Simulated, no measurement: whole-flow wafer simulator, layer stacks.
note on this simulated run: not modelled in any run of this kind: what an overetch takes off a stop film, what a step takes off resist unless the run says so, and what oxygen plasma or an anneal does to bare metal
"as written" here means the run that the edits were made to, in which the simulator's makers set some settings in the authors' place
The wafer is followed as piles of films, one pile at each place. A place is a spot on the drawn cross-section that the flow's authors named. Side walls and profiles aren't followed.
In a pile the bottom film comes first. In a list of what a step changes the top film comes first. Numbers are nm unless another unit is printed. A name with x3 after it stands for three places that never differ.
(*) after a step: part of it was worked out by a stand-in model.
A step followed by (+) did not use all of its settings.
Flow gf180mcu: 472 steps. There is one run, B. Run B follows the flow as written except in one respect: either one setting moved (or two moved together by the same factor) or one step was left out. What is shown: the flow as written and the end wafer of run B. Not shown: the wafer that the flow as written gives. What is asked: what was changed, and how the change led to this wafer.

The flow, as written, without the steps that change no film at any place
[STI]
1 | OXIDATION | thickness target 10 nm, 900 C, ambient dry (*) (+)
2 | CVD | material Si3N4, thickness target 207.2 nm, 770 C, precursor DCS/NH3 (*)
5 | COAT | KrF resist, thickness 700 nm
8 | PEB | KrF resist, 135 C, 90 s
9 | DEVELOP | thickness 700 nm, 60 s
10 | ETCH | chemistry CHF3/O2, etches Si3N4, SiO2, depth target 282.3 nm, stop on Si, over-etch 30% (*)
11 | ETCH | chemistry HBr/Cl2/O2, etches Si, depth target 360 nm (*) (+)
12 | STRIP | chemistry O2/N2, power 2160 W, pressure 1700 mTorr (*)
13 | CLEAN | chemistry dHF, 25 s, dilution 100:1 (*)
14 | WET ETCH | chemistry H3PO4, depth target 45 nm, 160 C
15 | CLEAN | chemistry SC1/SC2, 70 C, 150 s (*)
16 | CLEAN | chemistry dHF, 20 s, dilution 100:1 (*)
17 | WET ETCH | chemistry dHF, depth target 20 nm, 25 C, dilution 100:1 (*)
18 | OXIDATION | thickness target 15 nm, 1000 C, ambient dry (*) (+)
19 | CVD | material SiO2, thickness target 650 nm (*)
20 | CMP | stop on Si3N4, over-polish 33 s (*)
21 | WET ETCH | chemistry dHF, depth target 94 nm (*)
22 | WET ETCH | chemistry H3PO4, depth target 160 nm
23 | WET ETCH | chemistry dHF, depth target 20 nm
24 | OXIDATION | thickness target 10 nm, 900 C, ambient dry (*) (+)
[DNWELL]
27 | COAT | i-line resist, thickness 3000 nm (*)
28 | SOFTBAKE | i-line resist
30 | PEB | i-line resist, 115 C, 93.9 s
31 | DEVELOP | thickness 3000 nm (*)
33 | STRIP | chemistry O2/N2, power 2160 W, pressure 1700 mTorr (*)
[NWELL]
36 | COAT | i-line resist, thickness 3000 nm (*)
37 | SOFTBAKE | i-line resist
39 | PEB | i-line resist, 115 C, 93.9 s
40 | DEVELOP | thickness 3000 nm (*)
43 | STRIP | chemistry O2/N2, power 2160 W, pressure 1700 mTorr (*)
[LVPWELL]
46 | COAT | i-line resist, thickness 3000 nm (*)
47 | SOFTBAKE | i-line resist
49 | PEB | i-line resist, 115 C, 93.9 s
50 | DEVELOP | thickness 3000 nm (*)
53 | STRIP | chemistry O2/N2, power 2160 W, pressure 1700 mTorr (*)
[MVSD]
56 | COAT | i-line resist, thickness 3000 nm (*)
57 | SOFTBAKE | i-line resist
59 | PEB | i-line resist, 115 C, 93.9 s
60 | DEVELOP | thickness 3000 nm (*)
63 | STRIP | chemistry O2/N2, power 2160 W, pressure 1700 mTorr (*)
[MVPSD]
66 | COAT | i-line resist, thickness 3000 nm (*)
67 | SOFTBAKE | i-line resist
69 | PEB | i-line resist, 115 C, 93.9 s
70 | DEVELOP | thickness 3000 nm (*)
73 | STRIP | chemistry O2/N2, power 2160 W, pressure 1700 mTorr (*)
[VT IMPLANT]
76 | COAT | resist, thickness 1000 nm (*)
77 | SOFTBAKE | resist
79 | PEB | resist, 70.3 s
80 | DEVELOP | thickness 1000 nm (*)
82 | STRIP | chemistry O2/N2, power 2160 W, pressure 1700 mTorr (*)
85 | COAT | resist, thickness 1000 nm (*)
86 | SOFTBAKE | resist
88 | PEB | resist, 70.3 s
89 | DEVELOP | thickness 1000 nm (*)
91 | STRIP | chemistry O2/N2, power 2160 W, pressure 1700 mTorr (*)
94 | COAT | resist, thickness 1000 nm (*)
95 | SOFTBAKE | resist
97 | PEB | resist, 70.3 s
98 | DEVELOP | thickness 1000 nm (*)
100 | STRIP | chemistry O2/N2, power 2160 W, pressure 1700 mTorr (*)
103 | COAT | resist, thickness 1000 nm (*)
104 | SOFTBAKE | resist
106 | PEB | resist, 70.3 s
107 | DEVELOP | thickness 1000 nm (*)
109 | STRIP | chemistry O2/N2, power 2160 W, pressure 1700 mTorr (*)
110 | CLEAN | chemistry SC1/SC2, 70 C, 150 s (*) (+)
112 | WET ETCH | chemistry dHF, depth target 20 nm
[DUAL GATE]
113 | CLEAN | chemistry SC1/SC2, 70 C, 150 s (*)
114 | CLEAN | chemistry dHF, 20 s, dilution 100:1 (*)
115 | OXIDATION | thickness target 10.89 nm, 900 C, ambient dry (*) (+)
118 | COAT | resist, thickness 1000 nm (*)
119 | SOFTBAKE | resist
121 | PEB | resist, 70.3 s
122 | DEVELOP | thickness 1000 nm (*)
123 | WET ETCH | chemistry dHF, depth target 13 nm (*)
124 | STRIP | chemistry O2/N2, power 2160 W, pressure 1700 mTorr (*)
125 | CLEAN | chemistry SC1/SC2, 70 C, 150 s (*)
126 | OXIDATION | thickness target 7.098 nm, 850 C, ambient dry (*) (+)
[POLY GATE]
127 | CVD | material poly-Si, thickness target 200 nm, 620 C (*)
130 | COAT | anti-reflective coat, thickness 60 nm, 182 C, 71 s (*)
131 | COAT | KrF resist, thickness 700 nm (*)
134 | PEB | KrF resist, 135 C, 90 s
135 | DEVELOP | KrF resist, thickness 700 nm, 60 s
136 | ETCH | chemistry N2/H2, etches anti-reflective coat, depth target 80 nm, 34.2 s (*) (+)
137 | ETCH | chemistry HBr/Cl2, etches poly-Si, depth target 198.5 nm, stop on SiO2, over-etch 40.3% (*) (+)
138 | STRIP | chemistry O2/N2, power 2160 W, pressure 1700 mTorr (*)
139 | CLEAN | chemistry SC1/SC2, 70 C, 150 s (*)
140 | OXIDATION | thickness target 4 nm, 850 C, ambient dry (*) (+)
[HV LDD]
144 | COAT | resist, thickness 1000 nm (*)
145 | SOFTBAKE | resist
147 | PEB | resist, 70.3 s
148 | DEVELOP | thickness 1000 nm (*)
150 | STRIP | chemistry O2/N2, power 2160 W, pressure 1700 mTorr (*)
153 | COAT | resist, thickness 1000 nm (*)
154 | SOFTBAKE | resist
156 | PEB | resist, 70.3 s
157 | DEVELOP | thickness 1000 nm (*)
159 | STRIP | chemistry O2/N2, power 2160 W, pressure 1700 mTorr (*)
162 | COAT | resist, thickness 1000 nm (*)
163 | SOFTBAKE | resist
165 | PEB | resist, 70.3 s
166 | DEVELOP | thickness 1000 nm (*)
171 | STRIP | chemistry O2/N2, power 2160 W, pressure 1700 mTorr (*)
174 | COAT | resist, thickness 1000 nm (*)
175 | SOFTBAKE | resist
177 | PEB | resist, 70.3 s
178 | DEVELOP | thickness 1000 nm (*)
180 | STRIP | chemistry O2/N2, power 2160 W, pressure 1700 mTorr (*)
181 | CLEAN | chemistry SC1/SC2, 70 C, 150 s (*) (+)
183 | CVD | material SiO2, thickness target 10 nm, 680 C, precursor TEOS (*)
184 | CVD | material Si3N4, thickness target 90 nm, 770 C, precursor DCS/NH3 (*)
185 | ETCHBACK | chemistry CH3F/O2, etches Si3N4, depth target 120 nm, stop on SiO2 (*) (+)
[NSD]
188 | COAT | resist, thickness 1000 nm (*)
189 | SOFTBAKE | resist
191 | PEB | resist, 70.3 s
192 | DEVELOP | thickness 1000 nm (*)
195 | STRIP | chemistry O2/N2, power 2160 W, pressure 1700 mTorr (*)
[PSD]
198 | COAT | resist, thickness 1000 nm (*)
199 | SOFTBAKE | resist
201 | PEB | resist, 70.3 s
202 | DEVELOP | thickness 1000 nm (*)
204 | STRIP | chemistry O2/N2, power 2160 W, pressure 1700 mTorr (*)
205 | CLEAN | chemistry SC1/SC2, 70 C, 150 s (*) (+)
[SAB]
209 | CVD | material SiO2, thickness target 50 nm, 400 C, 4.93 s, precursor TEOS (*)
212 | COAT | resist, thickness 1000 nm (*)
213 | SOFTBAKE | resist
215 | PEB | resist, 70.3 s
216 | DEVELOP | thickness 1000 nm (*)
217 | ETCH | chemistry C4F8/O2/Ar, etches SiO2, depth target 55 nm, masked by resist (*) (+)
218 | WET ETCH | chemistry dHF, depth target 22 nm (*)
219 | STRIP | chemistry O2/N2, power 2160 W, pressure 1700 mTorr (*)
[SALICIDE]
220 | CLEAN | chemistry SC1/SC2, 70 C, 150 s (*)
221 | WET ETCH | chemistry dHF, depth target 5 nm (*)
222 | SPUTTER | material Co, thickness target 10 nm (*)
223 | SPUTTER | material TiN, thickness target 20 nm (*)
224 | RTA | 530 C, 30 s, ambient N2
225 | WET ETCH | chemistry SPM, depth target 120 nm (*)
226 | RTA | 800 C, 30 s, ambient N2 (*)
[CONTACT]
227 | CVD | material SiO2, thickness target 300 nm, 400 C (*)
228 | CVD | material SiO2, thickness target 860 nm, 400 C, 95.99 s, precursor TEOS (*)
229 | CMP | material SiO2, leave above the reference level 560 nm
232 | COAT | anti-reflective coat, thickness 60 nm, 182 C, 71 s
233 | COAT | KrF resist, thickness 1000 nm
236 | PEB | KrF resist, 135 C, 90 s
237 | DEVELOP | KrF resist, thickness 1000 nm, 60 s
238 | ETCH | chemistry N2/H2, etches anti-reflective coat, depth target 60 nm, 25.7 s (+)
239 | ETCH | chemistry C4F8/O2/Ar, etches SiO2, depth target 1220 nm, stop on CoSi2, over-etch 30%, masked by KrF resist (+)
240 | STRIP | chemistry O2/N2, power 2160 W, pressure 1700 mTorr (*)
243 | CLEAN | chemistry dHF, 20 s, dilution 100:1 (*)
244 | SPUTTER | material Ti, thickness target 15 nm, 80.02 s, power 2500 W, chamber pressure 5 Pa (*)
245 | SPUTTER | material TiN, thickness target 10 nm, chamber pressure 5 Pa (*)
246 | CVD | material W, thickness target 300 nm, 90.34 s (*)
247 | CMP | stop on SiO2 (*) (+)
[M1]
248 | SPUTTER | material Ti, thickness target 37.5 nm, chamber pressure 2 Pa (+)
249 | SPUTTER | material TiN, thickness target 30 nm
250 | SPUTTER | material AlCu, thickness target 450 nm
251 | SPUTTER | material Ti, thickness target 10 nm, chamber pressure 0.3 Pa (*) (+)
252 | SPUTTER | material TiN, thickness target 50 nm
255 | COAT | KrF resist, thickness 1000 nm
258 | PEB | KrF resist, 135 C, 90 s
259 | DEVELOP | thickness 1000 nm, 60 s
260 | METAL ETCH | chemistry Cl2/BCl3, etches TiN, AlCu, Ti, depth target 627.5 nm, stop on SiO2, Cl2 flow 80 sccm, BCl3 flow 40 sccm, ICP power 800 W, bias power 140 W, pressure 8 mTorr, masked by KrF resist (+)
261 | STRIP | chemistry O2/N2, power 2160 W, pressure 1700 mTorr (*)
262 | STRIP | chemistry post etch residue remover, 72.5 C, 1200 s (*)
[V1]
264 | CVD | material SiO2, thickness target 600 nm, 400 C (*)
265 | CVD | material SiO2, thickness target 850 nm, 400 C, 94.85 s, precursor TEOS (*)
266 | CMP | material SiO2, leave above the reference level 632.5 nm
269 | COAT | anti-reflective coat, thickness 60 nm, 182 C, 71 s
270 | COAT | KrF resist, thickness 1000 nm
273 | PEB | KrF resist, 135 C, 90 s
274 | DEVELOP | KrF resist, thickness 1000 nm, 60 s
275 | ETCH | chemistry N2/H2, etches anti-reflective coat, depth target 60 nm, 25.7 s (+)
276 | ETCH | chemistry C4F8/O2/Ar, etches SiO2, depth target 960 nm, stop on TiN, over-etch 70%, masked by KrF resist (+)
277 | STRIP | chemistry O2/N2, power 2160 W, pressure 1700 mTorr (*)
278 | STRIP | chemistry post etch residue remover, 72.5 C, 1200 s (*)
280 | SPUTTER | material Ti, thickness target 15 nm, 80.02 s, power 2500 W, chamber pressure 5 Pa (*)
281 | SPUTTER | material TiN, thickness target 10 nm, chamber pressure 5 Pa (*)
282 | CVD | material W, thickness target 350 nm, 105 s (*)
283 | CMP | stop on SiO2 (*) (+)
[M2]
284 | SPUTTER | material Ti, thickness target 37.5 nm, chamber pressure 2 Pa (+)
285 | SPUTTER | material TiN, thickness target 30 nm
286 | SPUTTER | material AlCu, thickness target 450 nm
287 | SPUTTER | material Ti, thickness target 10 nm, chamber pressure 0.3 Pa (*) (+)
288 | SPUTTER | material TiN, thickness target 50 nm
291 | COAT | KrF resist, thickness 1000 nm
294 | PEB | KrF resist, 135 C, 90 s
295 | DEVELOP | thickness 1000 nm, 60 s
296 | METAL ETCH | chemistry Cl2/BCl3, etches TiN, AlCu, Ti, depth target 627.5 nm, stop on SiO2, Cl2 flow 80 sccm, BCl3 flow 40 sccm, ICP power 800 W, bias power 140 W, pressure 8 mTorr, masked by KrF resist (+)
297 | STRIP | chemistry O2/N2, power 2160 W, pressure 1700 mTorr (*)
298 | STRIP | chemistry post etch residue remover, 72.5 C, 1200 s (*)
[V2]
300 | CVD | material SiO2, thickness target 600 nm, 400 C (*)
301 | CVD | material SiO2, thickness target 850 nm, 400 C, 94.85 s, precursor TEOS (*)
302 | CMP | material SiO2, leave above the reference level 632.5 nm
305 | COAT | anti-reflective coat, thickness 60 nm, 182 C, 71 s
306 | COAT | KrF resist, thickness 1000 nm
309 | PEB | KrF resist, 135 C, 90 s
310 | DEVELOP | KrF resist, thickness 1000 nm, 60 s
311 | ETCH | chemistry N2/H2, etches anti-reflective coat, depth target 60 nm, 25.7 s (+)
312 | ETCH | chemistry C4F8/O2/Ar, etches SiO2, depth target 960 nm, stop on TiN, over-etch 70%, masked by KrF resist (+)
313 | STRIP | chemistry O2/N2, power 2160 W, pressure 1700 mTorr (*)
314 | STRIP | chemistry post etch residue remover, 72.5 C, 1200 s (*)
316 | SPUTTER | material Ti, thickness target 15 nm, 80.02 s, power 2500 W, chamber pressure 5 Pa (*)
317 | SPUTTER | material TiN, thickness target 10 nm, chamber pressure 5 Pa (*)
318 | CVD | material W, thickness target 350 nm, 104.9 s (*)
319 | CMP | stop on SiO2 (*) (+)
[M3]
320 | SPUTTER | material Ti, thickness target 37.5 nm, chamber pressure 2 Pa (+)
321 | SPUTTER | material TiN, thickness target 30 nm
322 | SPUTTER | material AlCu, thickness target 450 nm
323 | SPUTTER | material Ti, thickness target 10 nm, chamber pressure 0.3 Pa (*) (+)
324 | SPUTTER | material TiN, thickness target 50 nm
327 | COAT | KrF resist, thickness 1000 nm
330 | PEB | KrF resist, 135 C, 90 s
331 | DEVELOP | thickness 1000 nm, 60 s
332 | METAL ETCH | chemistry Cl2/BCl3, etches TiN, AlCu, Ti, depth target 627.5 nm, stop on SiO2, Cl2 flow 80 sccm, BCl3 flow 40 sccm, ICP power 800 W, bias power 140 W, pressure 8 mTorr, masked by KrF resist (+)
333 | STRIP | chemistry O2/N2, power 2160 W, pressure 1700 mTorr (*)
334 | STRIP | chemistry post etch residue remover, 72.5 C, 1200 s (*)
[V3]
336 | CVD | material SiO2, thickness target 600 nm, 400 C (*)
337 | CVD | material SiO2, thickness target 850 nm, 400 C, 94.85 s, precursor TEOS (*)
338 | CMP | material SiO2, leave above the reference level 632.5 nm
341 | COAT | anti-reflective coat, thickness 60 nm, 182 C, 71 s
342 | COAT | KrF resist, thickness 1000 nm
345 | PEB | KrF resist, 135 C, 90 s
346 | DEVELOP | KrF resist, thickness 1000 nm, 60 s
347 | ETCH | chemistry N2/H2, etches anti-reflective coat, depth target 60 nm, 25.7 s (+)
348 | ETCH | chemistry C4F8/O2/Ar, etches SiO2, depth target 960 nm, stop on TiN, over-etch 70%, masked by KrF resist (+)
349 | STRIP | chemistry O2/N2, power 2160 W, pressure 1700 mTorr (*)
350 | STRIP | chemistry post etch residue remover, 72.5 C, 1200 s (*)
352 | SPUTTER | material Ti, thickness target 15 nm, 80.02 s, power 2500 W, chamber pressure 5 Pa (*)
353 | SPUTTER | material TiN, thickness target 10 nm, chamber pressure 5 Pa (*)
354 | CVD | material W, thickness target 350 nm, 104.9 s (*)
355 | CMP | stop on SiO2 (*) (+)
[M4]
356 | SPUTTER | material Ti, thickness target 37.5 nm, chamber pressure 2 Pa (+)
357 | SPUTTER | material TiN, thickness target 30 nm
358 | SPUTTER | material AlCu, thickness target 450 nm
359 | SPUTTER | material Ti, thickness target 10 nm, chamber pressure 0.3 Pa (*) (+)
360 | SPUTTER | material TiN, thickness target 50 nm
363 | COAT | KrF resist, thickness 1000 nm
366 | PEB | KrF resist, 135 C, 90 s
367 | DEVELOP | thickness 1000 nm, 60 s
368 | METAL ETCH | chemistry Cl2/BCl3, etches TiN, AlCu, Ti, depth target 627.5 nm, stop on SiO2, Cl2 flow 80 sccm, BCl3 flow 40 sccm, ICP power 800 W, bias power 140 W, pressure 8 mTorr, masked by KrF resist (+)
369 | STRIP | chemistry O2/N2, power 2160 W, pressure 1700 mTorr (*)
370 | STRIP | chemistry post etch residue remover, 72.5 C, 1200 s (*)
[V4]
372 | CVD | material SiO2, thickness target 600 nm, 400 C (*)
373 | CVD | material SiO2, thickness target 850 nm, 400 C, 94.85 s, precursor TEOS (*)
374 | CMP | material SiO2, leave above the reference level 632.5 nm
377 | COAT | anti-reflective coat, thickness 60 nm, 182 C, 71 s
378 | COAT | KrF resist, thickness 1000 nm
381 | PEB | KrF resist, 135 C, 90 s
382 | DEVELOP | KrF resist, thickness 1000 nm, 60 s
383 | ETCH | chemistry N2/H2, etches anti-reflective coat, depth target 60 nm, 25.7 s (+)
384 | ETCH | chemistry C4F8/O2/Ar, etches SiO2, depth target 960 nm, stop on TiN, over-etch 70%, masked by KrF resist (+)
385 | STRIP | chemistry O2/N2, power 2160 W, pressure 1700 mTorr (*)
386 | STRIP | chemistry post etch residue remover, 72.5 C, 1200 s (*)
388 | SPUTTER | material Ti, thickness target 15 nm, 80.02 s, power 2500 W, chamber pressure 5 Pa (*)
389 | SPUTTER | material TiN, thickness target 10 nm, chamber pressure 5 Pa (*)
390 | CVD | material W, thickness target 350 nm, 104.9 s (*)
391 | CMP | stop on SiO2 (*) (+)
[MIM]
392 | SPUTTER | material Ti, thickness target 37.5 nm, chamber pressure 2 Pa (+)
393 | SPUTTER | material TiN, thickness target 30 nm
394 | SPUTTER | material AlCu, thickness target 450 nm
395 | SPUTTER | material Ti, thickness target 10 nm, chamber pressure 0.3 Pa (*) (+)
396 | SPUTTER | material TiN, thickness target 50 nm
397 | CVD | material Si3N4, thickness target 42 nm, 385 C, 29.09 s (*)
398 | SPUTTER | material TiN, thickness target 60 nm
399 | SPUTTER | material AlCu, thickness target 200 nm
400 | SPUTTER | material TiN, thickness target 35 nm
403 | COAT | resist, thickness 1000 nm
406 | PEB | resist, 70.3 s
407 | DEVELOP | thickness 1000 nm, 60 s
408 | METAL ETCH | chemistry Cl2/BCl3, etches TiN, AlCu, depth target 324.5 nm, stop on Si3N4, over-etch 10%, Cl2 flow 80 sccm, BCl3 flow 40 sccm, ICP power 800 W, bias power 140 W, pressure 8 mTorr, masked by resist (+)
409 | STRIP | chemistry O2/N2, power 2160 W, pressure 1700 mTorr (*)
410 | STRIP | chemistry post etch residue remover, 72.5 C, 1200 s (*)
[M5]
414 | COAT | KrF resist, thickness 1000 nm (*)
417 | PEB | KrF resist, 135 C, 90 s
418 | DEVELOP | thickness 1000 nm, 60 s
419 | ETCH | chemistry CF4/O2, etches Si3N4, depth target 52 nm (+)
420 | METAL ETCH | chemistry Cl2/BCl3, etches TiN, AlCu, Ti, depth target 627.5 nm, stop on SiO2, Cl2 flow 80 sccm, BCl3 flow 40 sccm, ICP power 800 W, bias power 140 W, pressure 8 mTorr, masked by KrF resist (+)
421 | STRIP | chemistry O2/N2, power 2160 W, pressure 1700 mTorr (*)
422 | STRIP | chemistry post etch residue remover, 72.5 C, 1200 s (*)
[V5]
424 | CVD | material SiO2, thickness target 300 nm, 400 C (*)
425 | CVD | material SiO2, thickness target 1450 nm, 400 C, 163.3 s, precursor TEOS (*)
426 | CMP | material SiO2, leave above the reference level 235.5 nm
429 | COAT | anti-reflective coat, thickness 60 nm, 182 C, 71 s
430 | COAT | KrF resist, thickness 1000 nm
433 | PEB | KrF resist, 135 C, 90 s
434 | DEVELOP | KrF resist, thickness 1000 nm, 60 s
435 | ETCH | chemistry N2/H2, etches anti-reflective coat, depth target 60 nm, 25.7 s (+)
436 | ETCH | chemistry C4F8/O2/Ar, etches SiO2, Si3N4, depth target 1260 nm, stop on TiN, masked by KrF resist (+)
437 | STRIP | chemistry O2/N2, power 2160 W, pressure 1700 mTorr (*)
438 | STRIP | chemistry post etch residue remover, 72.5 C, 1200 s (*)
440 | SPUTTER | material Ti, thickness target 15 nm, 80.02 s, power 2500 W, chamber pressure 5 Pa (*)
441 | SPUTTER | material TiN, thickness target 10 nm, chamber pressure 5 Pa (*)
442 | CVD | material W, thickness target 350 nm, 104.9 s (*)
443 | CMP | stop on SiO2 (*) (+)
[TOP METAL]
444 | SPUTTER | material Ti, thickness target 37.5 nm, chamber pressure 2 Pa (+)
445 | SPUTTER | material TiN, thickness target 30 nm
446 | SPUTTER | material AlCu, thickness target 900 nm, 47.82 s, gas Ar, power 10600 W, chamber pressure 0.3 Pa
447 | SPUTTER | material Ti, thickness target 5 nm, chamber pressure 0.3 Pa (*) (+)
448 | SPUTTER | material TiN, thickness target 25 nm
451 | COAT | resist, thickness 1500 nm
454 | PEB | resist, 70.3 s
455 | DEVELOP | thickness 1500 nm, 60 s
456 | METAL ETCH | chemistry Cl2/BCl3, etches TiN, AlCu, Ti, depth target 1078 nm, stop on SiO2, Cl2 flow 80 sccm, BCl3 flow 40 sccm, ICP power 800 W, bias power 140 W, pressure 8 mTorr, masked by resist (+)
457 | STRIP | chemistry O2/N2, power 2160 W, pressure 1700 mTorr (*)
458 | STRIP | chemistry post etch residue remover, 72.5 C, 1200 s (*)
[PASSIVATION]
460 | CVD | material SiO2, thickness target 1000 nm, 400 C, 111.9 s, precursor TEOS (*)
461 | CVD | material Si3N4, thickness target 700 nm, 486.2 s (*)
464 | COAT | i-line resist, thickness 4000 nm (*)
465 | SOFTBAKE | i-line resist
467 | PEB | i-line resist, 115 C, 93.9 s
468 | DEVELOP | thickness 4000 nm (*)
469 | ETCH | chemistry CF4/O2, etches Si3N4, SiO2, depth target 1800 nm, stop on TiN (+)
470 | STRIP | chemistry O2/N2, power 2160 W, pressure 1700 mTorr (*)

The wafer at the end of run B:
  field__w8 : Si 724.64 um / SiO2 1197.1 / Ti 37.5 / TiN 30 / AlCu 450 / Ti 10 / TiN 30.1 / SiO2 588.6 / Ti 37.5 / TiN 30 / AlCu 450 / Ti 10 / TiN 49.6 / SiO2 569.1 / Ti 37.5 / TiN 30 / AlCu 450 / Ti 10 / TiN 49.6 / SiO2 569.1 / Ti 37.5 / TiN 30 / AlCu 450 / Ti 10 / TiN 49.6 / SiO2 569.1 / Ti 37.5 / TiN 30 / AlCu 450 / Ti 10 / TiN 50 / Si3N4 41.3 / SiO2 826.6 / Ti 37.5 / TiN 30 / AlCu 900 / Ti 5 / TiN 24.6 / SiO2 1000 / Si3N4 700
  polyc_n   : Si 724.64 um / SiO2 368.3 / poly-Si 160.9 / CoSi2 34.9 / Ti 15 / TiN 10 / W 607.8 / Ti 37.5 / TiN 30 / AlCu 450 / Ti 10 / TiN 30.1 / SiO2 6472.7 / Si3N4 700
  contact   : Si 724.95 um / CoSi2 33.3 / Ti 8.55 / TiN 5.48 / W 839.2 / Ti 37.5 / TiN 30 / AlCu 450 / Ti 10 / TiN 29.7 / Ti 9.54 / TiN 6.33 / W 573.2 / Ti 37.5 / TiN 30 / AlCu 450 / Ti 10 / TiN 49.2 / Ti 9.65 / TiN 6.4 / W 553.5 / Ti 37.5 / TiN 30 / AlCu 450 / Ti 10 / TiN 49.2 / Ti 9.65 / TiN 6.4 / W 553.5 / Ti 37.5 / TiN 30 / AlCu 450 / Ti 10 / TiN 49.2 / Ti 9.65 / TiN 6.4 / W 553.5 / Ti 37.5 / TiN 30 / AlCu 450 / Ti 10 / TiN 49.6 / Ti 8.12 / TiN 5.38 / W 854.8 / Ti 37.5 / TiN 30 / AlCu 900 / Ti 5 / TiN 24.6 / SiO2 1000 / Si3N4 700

The reason: step 252, SPUTTER: thickness target 30.5 nm was run, while the flow as written has thickness target 50 nm.

The path from the change to this, step by step:
  252 | SPUTTER | material TiN, thickness target 50 nm
      field, field__w1, field__w2 and 108 more: TiN gains 30.5 (new film) (as written it would have been: TiN gains 50 (new film))
  260 | METAL ETCH | chemistry Cl2/BCl3, etches TiN, AlCu, Ti, depth target 627.5 nm, stop on SiO2, Cl2 flow 80 sccm, BCl3 flow 40 sccm, ICP power 800 W, bias power 140 W, pressure 8 mTorr, masked by KrF resist (+)
      field, field__w1, field__w2 and 99 more: TiN loses 30.5 (all of it), Ti loses 10 (all of it), AlCu loses 450 (all of it), TiN loses 30 (all of it), Ti loses 37.5 (all of it) (as written it would have been: TiN loses 50 (all of it), Ti loses 10 (all of it), AlCu loses 450 (all of it), TiN loses 30 (all of it), Ti loses 37.5 (all of it))
  266 | CMP | material SiO2, leave above the reference level 632.5 nm
      field__w8, contact, m1 and 6 more: SiO2 loses 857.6 (as written it would have been: SiO2 loses 877.1)
  276 | ETCH | chemistry C4F8/O2/Ar, etches SiO2, depth target 960 nm, stop on TiN, over-etch 70%, masked by KrF resist (+)
      contact: SiO2 loses 592 (all of it) (as written it would have been: SiO2 loses 572.5 (all of it))
  282 | CVD | material W, thickness target 350 nm, 105 s (*)
      contact: W gains 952 (new film) (as written it would have been: W gains 932.3 (new film))
